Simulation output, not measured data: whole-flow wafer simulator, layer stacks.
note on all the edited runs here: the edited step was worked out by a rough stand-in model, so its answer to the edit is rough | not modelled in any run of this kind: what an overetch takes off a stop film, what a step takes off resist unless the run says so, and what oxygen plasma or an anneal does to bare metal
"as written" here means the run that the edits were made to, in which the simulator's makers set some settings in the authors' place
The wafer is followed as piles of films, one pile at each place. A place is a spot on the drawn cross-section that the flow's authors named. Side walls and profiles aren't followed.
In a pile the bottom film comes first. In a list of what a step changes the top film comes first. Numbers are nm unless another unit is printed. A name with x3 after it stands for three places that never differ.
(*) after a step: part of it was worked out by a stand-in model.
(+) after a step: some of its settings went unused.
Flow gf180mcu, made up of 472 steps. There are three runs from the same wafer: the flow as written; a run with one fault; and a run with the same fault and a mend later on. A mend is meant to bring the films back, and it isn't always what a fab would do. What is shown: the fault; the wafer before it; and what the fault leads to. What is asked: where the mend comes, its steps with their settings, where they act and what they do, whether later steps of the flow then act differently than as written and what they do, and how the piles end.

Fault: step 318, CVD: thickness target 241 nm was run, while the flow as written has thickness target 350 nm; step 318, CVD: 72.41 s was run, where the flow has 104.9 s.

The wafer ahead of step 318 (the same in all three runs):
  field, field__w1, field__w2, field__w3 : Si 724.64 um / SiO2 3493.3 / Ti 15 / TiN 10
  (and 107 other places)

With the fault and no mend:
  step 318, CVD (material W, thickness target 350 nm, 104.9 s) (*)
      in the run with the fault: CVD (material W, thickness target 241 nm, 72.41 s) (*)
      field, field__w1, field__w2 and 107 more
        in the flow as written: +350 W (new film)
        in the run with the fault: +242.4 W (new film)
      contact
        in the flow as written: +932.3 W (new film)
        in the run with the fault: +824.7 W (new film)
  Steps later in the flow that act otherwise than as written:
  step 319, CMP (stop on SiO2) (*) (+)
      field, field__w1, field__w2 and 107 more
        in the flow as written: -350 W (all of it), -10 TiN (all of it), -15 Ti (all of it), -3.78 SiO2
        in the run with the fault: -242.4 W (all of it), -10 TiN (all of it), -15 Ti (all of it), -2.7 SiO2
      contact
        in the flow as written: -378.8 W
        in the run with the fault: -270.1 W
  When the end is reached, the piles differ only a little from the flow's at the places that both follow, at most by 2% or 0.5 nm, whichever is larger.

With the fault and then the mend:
  The mend follows step 318.
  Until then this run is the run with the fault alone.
  step 318a, CVD (material W, thickness target 109 nm, 32.68 s) (a further turn of the flow's step 318, with different settings)
      field, field__w1, field__w2 and 108 more
        +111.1 W
  Later steps of the flow that are run all act as written at every place that is followed, up to a difference of at most 2% or 0.5 nm, whichever is larger.
  When the end is reached, the piles differ only a little from the flow's at the places that both follow, at most by 2% or 0.5 nm, whichever is larger.
